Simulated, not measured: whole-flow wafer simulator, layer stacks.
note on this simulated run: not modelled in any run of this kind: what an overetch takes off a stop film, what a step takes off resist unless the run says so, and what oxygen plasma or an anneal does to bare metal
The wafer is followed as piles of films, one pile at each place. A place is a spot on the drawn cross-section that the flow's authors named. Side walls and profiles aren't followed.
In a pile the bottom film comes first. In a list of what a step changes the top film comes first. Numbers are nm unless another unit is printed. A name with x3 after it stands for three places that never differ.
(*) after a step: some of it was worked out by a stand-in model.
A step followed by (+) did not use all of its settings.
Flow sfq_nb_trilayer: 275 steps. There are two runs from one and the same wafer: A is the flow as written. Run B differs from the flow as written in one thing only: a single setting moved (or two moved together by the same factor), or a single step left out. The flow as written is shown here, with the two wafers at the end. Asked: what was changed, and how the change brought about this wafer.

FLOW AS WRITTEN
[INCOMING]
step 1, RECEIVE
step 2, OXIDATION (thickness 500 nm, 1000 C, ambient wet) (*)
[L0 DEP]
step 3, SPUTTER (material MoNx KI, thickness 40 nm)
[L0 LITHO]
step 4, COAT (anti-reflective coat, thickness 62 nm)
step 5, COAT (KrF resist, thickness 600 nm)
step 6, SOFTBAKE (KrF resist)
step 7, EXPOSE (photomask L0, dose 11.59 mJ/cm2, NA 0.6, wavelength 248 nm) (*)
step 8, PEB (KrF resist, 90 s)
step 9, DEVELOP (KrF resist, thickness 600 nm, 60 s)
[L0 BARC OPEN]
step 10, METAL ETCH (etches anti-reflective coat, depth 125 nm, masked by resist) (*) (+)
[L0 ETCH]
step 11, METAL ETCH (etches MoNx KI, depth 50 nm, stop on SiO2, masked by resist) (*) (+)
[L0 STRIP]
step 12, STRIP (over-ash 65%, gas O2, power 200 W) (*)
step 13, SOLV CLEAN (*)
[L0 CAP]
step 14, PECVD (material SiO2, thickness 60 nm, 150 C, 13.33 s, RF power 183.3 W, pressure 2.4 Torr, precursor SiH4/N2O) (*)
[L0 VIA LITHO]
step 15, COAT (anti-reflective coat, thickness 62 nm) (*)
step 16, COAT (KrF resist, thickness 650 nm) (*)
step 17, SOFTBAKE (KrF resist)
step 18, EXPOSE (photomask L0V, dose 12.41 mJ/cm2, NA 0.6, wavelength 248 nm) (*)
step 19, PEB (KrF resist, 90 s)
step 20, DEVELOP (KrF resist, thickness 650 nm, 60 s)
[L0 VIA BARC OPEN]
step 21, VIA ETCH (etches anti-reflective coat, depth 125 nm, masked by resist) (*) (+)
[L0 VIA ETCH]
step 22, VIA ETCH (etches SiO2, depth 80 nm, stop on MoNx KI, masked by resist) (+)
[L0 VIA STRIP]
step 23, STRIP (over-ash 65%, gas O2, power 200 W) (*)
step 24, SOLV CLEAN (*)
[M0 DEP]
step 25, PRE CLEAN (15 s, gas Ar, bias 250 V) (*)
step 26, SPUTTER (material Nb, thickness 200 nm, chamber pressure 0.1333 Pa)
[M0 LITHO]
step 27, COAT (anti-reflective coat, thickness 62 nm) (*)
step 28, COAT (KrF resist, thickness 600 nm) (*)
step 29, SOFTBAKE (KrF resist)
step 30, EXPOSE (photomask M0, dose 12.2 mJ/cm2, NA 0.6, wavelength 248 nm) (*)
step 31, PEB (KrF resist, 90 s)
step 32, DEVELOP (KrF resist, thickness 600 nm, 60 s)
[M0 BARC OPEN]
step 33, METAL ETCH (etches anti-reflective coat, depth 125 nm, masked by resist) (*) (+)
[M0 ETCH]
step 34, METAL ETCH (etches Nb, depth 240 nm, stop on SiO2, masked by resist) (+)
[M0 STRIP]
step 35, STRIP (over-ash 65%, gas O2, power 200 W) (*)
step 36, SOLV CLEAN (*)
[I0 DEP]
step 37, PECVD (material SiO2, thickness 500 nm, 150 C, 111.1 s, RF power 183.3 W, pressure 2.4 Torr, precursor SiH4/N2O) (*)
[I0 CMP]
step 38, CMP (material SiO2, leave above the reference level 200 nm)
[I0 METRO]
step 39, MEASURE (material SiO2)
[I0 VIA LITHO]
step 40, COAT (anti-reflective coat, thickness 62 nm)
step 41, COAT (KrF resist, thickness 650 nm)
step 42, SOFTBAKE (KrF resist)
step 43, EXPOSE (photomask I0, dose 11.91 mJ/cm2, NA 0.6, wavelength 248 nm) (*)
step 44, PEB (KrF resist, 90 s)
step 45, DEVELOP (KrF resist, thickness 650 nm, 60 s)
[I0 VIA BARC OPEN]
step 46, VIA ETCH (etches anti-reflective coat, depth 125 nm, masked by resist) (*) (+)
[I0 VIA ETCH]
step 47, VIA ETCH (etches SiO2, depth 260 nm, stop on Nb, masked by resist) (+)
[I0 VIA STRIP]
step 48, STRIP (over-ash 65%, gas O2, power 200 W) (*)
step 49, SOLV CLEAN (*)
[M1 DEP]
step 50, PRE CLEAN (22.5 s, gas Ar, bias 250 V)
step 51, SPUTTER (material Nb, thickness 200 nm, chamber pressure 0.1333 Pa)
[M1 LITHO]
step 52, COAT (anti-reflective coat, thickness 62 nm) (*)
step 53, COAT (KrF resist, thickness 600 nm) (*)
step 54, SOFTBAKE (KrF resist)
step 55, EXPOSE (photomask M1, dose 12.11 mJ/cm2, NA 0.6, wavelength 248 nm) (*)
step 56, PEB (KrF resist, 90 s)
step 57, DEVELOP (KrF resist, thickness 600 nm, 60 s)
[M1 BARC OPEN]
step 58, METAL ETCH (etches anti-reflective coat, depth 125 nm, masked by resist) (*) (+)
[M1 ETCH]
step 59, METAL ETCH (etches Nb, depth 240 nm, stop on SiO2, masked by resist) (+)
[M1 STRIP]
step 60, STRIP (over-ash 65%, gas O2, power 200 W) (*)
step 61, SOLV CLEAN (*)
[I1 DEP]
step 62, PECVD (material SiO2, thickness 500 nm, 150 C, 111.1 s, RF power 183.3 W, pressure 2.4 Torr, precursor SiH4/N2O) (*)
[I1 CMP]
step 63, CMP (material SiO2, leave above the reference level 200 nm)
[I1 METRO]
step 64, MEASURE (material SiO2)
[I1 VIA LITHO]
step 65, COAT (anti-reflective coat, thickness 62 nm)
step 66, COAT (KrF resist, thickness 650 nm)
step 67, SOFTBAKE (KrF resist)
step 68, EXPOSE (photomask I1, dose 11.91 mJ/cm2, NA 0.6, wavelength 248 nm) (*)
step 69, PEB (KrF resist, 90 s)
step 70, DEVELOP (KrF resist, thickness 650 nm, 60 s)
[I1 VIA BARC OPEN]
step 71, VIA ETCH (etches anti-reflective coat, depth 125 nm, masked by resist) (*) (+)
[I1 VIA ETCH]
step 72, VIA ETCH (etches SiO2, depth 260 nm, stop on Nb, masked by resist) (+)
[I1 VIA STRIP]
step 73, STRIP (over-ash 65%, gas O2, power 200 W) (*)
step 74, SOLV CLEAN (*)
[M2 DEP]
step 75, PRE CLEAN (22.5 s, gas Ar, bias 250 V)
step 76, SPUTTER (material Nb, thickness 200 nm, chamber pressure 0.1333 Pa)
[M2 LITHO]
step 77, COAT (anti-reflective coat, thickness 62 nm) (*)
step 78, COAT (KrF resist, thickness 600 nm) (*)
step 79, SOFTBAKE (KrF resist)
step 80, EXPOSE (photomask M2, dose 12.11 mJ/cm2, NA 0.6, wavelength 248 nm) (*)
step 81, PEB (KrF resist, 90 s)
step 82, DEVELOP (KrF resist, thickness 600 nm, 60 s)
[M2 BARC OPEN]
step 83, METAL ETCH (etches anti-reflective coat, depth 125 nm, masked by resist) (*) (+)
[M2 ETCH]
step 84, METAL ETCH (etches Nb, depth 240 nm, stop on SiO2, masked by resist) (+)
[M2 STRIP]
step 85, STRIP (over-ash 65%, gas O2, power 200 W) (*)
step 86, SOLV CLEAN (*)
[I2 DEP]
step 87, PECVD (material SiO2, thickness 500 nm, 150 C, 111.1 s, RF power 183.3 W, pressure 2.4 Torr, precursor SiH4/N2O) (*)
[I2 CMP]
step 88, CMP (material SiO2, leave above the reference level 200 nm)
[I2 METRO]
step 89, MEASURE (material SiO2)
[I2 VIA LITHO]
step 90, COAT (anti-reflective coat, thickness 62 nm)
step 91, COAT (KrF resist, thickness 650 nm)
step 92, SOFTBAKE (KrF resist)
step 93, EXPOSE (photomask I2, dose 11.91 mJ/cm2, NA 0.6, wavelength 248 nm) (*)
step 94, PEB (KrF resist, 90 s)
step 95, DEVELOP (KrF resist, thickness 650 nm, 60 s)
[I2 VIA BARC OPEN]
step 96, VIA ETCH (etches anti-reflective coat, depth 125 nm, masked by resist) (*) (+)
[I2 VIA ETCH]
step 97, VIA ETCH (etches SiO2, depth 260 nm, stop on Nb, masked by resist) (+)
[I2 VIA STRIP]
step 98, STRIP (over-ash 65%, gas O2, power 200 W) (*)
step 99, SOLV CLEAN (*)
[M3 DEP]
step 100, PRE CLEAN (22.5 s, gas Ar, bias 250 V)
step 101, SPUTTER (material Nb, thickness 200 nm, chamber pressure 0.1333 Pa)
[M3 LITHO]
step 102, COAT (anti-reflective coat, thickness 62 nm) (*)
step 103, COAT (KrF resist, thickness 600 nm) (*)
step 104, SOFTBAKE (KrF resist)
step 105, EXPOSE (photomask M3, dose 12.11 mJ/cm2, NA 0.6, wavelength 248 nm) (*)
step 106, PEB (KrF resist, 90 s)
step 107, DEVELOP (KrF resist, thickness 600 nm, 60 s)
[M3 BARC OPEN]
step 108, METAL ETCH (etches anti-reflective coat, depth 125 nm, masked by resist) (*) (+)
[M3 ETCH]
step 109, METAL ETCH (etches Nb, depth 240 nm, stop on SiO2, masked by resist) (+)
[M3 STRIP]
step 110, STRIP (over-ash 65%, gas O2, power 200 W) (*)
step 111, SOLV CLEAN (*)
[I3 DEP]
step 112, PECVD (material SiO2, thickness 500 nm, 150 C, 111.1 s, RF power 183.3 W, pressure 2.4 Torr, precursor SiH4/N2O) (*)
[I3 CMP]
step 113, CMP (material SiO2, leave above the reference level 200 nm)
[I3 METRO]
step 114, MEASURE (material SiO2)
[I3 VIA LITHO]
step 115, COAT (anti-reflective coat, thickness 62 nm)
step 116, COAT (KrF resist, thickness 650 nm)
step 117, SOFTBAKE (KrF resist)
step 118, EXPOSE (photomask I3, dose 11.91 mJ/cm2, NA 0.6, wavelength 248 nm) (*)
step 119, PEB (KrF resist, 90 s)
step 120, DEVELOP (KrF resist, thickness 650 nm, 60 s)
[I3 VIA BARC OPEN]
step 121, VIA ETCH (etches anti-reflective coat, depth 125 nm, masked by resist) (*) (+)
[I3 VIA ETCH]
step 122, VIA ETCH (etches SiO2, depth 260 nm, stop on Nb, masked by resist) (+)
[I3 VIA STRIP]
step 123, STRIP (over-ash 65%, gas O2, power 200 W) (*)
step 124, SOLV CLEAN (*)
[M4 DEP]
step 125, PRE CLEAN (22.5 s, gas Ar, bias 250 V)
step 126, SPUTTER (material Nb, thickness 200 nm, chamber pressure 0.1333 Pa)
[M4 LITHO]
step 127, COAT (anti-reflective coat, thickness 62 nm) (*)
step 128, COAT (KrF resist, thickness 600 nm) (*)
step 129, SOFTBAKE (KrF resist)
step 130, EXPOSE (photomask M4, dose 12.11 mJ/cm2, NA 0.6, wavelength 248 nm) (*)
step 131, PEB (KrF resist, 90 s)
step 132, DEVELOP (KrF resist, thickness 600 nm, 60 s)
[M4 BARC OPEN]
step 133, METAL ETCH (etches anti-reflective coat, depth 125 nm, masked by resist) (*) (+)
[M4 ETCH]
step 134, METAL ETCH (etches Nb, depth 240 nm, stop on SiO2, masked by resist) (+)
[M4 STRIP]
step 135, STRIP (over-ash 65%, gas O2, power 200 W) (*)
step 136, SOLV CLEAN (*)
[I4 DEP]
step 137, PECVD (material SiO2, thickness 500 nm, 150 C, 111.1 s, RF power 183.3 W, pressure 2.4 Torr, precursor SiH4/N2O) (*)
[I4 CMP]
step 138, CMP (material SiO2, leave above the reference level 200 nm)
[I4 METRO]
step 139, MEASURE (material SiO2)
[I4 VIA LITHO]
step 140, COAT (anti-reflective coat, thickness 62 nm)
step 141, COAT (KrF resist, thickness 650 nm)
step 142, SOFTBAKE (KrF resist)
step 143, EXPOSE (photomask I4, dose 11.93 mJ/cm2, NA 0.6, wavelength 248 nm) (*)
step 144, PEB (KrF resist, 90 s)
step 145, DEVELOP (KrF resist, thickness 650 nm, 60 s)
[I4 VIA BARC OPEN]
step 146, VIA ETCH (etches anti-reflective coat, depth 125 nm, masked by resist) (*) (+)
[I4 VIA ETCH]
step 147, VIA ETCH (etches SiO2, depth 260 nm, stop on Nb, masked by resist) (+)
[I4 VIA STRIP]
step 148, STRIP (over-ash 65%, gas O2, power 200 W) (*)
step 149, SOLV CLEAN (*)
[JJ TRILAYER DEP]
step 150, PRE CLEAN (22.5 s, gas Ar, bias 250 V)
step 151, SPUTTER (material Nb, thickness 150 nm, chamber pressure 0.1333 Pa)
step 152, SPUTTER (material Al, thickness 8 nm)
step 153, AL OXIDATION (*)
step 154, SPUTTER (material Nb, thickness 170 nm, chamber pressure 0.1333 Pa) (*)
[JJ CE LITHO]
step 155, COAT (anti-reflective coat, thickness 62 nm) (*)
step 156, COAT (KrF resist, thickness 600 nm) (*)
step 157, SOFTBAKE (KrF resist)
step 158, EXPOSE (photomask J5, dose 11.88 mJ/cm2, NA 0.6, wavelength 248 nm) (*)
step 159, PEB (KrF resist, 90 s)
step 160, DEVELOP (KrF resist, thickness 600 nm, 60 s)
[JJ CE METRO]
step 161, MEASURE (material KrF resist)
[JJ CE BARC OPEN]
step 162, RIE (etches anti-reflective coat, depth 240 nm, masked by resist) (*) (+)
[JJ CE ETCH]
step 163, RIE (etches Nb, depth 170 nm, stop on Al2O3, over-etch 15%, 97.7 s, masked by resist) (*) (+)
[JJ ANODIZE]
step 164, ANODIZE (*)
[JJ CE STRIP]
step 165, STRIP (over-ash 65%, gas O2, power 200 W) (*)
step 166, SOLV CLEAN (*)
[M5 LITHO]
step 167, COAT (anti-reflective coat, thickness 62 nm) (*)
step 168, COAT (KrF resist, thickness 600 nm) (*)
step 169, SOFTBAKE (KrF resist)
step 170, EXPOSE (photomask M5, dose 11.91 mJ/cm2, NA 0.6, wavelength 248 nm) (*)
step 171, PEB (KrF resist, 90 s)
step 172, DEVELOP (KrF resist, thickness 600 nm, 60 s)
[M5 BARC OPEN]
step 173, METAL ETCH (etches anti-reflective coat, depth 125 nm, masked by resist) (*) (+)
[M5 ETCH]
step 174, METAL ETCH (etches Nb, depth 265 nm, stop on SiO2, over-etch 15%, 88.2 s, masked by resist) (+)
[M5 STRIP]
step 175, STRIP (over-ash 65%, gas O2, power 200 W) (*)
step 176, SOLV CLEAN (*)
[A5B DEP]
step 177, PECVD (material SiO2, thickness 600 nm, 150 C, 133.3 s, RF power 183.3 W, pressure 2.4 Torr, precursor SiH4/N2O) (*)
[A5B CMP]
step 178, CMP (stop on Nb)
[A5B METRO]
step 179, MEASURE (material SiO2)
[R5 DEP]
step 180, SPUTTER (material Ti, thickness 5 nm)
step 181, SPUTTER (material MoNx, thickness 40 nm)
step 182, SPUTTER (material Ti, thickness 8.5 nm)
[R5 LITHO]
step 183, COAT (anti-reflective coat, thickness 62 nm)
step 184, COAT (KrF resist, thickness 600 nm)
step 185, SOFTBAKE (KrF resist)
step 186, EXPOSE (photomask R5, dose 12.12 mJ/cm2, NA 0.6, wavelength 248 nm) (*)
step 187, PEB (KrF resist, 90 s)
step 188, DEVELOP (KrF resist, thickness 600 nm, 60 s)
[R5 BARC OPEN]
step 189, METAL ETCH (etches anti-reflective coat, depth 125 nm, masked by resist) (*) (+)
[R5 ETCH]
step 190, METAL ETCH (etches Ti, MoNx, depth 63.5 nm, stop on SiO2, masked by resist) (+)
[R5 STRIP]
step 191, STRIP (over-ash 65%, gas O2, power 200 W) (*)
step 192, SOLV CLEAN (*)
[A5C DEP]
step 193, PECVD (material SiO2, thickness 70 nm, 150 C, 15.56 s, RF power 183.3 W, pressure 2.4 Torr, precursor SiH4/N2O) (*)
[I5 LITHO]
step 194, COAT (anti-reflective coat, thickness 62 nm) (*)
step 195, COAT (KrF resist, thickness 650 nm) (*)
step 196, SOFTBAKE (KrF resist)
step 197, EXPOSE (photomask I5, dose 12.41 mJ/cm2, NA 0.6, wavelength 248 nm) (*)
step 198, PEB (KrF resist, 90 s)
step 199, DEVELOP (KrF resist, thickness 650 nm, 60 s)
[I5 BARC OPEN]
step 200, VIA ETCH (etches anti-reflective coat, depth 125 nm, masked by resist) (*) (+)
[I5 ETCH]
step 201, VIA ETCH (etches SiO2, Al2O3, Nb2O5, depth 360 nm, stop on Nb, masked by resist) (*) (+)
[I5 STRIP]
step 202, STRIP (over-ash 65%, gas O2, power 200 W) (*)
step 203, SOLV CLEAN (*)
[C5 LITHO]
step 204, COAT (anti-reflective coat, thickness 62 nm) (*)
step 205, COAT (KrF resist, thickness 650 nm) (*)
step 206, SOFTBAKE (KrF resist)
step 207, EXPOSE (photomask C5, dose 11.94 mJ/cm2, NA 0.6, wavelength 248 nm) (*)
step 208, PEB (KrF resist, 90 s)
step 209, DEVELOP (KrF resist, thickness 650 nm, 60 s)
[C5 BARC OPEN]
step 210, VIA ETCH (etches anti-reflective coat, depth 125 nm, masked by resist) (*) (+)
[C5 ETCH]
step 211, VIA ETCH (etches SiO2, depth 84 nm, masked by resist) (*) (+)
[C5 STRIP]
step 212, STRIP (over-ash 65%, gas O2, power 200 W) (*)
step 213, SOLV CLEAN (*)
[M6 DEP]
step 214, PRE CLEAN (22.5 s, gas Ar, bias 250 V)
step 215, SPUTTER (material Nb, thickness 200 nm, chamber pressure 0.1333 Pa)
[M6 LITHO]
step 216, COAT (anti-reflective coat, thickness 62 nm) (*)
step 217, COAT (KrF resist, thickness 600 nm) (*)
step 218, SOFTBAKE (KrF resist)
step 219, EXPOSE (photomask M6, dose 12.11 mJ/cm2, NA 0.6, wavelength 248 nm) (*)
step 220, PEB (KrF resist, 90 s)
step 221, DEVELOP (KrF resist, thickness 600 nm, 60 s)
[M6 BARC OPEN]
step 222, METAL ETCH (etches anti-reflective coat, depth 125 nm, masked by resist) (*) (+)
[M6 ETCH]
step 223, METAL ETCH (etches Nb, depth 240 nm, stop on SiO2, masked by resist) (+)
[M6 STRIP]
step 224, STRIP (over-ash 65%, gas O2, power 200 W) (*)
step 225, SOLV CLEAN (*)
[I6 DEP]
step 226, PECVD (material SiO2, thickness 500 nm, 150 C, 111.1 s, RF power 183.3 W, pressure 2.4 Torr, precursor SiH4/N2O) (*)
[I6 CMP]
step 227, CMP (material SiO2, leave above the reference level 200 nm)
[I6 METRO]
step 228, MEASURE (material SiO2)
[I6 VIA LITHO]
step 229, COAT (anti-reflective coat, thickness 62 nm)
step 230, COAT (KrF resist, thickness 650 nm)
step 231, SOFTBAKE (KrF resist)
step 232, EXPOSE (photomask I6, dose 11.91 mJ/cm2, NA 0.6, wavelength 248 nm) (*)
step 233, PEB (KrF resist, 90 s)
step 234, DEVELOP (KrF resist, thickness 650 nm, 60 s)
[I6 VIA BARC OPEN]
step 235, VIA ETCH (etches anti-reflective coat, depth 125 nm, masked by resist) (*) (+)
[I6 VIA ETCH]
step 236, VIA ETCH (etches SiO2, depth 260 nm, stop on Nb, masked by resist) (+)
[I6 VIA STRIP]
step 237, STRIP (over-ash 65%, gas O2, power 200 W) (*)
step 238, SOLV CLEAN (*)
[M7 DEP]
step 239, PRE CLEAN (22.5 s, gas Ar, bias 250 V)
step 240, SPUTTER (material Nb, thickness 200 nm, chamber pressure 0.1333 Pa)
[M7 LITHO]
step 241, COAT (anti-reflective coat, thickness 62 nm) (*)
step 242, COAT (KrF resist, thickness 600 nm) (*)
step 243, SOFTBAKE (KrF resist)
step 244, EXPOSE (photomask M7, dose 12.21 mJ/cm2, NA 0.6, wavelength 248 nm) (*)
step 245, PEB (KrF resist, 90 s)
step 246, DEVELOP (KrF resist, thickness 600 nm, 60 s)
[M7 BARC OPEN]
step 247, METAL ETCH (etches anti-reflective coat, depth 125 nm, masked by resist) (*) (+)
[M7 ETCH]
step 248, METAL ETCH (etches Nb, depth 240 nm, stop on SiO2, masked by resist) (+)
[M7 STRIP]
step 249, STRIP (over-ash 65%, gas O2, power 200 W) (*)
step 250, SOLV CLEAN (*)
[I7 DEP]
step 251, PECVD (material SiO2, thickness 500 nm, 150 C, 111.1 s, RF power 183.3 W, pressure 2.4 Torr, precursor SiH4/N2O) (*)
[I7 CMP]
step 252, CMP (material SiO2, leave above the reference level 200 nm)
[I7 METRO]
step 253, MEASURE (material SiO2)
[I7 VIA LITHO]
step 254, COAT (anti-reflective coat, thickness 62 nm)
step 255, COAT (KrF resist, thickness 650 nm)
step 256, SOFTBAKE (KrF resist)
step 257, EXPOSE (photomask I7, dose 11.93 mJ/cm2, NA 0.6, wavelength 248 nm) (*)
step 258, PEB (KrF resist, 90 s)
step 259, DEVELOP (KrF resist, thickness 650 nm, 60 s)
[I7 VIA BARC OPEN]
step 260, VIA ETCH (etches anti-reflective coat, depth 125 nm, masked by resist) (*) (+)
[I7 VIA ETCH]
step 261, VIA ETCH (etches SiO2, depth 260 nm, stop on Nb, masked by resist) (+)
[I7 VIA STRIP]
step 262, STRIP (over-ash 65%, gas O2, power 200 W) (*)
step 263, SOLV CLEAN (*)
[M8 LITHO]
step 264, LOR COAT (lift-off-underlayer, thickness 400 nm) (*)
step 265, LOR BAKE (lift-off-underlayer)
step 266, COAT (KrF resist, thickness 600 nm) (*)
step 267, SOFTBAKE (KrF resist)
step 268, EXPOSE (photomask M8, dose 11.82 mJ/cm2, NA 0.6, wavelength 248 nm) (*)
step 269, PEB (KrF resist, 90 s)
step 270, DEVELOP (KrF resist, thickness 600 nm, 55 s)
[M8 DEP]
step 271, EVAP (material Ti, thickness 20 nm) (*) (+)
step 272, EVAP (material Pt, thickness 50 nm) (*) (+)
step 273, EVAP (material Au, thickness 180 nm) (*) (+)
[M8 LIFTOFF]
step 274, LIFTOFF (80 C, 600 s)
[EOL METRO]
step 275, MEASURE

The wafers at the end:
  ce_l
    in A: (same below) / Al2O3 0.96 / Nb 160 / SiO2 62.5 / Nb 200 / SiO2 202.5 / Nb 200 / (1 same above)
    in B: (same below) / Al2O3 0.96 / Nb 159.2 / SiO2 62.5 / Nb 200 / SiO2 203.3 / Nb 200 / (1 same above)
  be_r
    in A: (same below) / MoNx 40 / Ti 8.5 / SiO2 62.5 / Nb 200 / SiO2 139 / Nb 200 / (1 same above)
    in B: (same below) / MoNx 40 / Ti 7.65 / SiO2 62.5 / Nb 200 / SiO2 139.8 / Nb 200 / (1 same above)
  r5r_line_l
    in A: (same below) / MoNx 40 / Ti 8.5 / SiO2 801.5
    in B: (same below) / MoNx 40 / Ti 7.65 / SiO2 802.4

What caused this: step 182, SPUTTER: thickness 7.65 nm was run, while the flow as written has thickness 8.5 nm.
The wafer lets one read it off: be_r has Ti 7.65, and step 182 as written asks for 8.5 nm.

The path from the change to this, step by step:
  step 182, SPUTTER (material Ti, thickness 8.5 nm)
      field_l, v_sur, via_wl and 103 more: A +8.5 Ti (new film) | B +7.65 Ti (new film)
  step 190, METAL ETCH (etches Ti, MoNx, depth 63.5 nm, stop on SiO2, masked by resist) (+)
      field_l, v_sur, via_wl and 92 more: A -8.5 Ti (all of it), -40 MoNx (all of it), -5 Ti (all of it) | B -7.65 Ti (all of it), -40 MoNx (all of it), -5 Ti (all of it)
      ce_l, c5j, ce_r, wl_jj: A -8.5 Ti (all of it), -40 MoNx (all of it), -5 Ti (all of it), -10 Nb | B -7.65 Ti (all of it), -40 MoNx (all of it), -5 Ti (all of it), -10.8 Nb
